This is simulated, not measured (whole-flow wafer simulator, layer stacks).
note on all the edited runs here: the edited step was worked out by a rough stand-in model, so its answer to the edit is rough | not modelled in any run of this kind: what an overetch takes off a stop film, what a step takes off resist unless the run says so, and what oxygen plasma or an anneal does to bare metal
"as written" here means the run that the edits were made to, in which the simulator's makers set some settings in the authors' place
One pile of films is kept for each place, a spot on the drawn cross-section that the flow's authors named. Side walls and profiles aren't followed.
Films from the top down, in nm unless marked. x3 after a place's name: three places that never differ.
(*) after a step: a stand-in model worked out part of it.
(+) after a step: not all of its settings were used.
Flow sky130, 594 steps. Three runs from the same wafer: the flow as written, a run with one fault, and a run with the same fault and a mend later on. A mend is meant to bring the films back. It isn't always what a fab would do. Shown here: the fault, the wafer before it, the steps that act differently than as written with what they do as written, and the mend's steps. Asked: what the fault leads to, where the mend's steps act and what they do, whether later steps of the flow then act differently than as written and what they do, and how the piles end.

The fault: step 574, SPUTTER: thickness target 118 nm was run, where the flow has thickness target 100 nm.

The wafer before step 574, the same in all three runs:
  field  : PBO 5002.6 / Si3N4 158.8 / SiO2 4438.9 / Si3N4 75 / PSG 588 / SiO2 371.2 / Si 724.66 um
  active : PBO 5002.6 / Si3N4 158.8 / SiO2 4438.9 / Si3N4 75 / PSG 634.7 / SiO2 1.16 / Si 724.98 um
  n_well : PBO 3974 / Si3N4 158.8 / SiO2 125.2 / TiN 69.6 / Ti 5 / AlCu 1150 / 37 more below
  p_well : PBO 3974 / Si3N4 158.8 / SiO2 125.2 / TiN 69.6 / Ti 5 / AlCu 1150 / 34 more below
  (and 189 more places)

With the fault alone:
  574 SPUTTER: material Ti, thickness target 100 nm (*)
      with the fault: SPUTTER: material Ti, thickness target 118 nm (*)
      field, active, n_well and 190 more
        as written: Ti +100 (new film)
        with the fault: Ti +118 (new film)
  Later steps of the flow that act differently than as written (7 more steps differ only slightly, by at most 2% or 0.5 nm, whichever is larger, and aren't shown):
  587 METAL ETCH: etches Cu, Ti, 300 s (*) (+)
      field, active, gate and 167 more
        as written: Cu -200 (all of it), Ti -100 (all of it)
        with the fault: Cu -200 (all of it), Ti -118 (all of it)
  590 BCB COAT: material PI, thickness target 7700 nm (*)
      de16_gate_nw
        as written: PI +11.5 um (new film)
        with the fault: PI +11.52 um (new film)
  At the end the piles differ from the flow's by more than 2% or 0.5 nm, whichever is larger, at n_well, p_well, sd_n and 20 more.
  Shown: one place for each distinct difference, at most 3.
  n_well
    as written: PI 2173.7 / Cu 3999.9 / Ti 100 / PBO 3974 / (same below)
    with the fault: PI 2162 / Cu 3999.9 / Ti 118 / PBO 3974 / (same below)
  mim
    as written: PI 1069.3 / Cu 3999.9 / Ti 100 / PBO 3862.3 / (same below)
    with the fault: PI 1052.5 / Cu 3999.9 / Ti 118 / PBO 3862.3 / (same below)
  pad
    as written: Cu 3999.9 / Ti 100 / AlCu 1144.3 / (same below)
    with the fault: Cu 3999.9 / Ti 118 / AlCu 1144.3 / (same below)

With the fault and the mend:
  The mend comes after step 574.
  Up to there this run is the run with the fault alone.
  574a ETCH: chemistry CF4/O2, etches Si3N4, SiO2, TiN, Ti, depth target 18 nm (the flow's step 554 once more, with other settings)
      field, active, n_well and 190 more
        Ti -18
  No later step of the flow acts differently than as written, at any place that is followed, by more than 2% or 0.5 nm, whichever is larger.
  At the end the piles are the same as the flow's at every place that both follow.
